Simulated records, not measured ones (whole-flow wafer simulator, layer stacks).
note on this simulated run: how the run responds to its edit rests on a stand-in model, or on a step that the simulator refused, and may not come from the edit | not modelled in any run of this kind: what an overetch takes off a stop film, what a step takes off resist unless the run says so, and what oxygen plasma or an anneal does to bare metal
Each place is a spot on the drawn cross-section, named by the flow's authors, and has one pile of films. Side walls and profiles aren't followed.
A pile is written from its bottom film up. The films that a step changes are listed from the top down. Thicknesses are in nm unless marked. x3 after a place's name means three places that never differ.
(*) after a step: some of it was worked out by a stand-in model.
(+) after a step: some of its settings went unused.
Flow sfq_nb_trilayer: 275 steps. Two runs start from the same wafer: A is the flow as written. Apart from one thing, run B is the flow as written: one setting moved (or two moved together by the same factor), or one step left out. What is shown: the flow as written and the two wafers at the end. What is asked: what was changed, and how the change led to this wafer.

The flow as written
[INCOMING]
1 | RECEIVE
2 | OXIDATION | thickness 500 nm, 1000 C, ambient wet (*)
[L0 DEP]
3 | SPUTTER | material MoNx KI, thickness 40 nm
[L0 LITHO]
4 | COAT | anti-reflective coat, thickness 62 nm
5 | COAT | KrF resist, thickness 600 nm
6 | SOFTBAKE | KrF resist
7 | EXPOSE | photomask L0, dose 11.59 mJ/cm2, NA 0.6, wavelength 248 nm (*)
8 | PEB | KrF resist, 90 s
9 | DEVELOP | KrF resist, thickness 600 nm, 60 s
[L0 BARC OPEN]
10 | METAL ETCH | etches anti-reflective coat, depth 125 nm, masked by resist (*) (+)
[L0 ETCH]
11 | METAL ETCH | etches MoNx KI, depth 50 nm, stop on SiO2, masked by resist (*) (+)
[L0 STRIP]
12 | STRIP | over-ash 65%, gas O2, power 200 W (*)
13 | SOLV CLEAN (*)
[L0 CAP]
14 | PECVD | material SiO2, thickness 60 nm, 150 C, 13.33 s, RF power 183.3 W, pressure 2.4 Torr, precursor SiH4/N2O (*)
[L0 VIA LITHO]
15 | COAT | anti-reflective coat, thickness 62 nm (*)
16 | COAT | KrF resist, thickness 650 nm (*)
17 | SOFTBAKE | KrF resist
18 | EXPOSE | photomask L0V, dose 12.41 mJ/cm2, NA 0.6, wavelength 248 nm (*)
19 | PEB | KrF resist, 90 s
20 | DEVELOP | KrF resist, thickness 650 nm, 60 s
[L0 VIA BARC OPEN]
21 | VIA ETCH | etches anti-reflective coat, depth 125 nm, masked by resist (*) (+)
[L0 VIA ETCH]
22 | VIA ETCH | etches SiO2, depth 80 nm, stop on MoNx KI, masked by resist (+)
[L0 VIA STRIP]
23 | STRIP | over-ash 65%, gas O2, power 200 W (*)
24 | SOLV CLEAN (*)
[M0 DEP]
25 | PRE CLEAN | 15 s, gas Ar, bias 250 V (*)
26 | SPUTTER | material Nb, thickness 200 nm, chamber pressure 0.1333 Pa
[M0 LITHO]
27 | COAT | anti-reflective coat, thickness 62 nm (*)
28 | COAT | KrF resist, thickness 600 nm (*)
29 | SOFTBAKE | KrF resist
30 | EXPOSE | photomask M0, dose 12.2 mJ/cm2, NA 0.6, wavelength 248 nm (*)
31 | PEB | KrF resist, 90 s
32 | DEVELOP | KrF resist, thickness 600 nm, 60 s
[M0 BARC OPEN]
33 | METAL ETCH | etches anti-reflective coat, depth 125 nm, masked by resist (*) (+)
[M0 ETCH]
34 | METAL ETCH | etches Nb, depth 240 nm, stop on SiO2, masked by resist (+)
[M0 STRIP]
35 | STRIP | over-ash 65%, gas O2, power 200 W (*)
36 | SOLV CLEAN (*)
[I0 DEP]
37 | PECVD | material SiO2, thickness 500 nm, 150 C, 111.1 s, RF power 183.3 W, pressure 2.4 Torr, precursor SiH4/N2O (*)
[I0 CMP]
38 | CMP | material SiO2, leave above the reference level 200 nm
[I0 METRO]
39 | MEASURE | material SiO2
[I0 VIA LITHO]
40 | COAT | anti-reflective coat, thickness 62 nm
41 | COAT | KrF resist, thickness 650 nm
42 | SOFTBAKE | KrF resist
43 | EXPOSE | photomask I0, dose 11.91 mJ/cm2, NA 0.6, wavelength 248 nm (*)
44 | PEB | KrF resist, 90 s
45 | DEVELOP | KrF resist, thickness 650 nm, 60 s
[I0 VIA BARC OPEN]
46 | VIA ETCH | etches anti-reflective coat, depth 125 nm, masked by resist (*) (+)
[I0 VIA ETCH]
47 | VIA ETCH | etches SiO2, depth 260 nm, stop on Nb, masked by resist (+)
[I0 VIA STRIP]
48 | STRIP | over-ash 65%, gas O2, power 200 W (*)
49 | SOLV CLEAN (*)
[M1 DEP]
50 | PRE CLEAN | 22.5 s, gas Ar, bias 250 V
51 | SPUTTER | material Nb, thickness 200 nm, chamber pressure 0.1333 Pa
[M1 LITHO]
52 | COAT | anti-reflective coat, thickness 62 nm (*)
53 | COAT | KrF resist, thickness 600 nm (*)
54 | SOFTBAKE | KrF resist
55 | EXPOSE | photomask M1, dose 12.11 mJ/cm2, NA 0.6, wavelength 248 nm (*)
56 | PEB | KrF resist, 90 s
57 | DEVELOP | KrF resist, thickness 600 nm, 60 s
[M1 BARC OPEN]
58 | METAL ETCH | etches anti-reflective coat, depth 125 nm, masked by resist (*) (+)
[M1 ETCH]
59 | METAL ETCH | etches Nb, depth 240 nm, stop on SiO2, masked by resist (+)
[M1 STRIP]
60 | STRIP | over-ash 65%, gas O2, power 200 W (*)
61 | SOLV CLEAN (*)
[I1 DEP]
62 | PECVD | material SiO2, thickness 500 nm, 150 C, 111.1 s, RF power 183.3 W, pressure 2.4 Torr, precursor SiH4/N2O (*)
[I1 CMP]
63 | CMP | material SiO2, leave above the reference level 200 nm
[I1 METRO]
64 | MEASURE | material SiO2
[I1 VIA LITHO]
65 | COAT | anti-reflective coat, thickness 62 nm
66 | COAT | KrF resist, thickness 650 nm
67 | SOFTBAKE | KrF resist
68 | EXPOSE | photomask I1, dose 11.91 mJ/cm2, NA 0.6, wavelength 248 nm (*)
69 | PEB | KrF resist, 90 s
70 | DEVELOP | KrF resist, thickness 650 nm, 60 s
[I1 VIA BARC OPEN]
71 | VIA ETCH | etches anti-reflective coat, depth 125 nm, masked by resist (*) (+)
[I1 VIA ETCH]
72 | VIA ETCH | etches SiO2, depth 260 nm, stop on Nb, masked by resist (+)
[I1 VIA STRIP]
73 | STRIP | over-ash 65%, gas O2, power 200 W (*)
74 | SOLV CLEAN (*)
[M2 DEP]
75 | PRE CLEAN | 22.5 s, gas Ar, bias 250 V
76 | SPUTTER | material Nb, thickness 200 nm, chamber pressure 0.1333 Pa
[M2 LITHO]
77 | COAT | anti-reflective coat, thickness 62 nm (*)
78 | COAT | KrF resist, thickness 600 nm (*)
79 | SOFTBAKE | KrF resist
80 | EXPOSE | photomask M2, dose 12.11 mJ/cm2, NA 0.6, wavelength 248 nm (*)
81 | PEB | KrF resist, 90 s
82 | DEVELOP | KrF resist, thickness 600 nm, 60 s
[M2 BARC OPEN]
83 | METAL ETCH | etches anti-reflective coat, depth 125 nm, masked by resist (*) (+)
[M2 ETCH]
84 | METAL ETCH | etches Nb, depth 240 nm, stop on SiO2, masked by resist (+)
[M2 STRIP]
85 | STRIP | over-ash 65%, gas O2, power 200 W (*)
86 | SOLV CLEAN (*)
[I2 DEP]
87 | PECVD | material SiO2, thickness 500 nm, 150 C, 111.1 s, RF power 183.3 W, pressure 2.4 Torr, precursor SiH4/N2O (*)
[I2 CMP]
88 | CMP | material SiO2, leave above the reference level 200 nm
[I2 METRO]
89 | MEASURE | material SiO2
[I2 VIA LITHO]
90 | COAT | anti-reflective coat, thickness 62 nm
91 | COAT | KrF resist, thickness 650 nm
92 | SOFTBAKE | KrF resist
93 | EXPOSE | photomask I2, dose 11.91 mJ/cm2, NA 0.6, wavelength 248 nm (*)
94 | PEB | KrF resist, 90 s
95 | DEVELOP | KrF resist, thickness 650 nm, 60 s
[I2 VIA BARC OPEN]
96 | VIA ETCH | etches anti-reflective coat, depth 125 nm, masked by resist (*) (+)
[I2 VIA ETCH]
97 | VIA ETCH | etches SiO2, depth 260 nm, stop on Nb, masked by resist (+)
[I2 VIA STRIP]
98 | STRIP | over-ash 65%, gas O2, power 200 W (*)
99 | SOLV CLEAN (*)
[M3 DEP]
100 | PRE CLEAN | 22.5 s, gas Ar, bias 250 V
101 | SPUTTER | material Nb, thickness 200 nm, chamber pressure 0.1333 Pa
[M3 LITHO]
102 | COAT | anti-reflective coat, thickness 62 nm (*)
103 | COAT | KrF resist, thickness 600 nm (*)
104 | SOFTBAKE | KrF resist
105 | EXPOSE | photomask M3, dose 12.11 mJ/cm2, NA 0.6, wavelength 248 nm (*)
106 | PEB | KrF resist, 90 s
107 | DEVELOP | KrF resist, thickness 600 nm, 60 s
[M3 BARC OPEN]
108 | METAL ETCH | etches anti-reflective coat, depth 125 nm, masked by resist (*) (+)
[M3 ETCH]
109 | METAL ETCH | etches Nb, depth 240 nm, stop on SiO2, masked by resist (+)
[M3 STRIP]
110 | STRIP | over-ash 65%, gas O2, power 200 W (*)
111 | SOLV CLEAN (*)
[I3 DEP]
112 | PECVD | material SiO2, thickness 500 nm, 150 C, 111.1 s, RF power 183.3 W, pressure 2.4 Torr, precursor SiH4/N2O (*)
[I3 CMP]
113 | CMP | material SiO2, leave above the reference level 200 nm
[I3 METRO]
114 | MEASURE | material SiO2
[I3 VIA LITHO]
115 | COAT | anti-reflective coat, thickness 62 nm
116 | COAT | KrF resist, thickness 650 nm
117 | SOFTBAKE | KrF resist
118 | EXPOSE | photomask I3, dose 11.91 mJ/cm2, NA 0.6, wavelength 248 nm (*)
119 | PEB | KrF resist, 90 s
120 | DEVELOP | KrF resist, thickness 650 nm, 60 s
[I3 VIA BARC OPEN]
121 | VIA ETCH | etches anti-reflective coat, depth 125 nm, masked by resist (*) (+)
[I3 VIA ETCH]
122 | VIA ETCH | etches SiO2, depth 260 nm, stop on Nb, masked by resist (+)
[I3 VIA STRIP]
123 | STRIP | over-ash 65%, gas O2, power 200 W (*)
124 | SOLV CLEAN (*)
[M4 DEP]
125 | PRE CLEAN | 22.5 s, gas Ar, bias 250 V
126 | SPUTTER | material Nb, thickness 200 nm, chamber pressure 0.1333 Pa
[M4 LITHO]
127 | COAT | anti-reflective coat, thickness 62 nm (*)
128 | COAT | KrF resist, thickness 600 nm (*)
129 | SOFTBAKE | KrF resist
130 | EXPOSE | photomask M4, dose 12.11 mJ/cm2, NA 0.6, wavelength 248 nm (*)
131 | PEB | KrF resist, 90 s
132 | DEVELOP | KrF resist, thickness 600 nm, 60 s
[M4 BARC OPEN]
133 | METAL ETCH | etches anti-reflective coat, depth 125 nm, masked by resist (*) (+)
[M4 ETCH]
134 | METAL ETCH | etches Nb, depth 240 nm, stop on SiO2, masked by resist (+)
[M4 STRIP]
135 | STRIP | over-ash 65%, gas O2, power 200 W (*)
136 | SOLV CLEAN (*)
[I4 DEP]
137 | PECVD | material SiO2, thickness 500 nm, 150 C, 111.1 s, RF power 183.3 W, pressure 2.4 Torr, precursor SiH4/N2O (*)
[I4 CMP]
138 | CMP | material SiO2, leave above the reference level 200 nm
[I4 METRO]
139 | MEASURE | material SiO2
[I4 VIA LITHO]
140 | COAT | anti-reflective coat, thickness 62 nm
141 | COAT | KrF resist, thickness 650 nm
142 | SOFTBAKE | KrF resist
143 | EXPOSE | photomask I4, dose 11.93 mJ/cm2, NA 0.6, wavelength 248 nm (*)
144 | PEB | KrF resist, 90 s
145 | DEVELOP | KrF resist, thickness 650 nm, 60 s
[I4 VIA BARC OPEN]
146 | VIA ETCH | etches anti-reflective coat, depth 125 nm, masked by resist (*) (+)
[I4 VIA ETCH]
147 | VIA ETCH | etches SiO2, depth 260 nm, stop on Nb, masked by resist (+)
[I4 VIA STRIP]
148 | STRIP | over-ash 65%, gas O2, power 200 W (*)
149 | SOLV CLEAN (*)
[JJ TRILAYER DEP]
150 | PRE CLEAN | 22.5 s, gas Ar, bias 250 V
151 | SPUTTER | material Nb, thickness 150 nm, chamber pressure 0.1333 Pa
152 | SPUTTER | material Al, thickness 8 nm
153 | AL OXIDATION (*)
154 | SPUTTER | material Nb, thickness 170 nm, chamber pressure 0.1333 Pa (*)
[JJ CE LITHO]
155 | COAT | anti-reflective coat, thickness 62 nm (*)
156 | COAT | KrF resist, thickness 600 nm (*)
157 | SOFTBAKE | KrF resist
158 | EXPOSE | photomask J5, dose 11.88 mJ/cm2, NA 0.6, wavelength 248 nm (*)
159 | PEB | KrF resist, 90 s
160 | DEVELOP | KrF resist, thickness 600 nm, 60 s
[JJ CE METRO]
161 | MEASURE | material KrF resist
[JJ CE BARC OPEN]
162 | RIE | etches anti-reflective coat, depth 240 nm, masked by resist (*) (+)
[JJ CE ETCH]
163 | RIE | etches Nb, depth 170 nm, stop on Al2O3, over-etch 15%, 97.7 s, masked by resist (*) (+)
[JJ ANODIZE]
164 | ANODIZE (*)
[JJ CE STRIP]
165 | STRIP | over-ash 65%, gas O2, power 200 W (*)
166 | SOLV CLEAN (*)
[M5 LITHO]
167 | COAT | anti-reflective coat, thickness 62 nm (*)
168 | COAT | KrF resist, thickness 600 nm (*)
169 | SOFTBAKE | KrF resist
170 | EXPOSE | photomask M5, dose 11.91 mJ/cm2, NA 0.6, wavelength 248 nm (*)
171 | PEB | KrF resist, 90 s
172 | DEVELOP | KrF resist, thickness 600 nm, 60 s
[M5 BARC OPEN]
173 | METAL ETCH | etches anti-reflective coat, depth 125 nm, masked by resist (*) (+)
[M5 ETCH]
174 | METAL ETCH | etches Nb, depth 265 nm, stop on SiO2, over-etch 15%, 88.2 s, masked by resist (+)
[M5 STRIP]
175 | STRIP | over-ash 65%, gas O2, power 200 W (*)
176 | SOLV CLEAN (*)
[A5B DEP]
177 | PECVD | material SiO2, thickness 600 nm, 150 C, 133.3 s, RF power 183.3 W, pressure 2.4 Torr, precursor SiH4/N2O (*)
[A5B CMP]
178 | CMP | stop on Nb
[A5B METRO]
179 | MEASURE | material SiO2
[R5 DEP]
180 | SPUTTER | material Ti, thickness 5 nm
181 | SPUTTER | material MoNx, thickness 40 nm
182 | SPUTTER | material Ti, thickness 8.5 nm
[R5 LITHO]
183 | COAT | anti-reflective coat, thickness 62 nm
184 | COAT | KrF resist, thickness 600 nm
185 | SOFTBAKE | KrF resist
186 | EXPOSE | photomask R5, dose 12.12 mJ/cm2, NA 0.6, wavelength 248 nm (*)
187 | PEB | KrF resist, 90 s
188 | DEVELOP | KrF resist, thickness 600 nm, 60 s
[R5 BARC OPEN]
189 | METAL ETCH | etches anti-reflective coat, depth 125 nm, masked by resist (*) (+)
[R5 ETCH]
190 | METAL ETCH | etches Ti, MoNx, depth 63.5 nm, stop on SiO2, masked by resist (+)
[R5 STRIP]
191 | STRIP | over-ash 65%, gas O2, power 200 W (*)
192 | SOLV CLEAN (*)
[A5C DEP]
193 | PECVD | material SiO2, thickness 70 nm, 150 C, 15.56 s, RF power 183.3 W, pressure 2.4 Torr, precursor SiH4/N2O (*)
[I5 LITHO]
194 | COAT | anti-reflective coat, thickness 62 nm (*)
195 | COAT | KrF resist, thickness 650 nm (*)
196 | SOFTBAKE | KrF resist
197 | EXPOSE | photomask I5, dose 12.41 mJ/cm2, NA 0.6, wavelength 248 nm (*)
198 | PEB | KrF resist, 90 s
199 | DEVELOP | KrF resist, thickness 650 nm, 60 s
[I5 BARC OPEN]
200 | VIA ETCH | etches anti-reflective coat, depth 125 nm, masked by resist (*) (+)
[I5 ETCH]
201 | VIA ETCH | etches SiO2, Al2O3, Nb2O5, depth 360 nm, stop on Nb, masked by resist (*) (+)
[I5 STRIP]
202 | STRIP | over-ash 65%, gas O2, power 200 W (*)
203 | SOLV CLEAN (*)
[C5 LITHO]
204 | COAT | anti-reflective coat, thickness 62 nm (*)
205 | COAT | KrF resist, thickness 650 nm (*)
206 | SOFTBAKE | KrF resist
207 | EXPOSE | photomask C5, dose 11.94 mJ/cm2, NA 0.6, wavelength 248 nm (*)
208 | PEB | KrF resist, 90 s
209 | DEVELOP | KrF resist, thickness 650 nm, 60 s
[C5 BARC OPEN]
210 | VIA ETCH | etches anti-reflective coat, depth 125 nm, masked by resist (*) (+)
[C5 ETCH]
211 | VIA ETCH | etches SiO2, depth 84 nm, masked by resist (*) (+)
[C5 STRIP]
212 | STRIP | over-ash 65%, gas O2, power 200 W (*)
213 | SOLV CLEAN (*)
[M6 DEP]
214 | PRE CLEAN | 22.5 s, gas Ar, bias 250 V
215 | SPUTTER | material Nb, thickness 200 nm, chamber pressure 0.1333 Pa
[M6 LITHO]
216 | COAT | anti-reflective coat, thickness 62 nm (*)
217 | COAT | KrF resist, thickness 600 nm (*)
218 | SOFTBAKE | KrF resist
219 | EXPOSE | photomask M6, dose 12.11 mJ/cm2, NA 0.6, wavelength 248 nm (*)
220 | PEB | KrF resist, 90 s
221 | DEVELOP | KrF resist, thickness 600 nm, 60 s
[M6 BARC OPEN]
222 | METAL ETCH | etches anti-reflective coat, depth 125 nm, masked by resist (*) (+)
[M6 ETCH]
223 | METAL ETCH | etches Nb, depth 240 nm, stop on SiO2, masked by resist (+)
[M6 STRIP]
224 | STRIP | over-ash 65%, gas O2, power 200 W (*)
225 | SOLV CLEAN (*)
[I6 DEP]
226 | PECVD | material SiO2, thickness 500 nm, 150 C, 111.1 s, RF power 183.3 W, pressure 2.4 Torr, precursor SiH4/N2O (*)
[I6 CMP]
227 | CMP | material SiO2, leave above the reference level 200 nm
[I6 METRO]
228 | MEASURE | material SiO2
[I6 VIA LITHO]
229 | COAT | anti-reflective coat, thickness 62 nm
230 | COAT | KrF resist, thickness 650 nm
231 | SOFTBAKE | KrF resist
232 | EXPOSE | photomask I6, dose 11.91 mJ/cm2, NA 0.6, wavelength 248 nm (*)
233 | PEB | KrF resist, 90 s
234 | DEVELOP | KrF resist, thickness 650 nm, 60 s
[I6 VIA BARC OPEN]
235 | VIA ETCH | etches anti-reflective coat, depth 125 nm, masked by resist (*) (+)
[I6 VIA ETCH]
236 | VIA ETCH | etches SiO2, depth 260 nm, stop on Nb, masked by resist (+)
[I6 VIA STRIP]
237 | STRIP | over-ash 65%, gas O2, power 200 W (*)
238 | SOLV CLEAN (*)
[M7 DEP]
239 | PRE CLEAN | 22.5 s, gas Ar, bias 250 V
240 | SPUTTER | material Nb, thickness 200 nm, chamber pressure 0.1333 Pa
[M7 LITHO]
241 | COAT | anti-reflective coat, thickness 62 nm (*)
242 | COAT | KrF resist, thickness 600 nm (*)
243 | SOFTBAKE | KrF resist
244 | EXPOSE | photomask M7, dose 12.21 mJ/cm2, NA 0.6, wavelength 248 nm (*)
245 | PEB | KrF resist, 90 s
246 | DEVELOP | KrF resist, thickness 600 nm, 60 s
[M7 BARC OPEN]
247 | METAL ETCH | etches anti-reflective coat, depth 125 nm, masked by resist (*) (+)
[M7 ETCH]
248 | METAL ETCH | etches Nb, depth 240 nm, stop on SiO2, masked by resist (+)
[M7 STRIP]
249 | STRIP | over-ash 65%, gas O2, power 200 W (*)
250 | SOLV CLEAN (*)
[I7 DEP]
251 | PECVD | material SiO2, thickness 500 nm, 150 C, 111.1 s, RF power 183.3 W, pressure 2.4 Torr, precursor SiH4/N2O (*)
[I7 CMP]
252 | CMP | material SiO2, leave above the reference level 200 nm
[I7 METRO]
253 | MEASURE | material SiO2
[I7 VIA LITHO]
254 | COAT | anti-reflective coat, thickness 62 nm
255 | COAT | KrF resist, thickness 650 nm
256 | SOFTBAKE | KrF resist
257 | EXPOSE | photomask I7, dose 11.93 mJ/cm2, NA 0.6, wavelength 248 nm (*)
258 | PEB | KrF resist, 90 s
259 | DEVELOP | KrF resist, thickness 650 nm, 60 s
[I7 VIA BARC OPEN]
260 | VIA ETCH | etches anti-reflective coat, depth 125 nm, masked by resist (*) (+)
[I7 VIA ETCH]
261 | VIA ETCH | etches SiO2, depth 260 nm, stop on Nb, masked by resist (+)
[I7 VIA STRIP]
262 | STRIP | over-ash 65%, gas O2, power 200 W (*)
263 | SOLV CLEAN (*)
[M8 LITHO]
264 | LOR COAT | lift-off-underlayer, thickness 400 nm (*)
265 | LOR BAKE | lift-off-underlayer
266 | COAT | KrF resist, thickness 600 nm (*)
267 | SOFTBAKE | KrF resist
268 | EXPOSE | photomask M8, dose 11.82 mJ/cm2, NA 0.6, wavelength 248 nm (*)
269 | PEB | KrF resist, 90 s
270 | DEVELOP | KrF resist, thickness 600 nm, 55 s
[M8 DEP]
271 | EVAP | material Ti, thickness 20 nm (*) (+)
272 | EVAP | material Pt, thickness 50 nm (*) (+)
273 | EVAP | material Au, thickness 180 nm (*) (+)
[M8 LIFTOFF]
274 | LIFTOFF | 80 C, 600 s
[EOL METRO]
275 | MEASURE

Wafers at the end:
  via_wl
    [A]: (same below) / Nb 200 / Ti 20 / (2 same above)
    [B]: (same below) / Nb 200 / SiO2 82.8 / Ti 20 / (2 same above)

What caused this: step 261, VIA ETCH: depth 117 nm was run, while the flow as written has depth 260 nm.

How this came from the change, step by step:
  261 | VIA ETCH | etches SiO2, depth 260 nm, stop on Nb, masked by resist (+)
      via_wl, via_w, via_wr: A -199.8 SiO2 (all of it) | B -117 SiO2
      field_l, v_sur, via_sp and 100 more: A -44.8 KrF resist | B -20.2 KrF resist
  262 | STRIP | over-ash 65%, gas O2, power 200 W (*)
      field_l, v_sur, via_sp and 100 more: A -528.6 KrF resist (all of it), -62 anti-reflective coat (all of it) | B -553.3 KrF resist (all of it), -62 anti-reflective coat (all of it)
  264 | LOR COAT | lift-off-underlayer, thickness 400 nm (*)
      via_wl, via_wr: A +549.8 lift-off-underlayer (new film) | B +487.7 lift-off-underlayer (new film)
      v_sur: A +369.4 lift-off-underlayer (new film) | B +382.1 lift-off-underlayer (new film)
      (also at 2 further places)
  266 | COAT | KrF resist, thickness 600 nm (*)
      via_w: A +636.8 KrF resist (new film) | B +621.5 KrF resist (new film)
  270 | DEVELOP | KrF resist, thickness 600 nm, 55 s
      v_sur: A -607.3 KrF resist (all of it), -369.4 lift-off-underlayer (all of it) | B -603.8 KrF resist (all of it), -382.1 lift-off-underlayer (all of it)
      via_wl: A -623.9 KrF resist (all of it), -549.8 lift-off-underlayer (all of it) | B -613.5 KrF resist (all of it), -487.7 lift-off-underlayer (all of it)
      (also at 3 further places)
Taking metal films that touch as one body, via_wl has 8 bodies (between them, from the top down: SiO2 82.8; SiO2 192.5; SiO2 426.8 / Al2O3 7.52 / Nb2O5 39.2; SiO2 192.5; SiO2 192.5; SiO2 192.5; SiO2 192.5); the flow as written gives 7 bodies (between them, from the top down: SiO2 192.5; SiO2 426.8 / Al2O3 7.52 / Nb2O5 39.2; SiO2 192.5; SiO2 192.5; SiO2 192.5; SiO2 192.5).
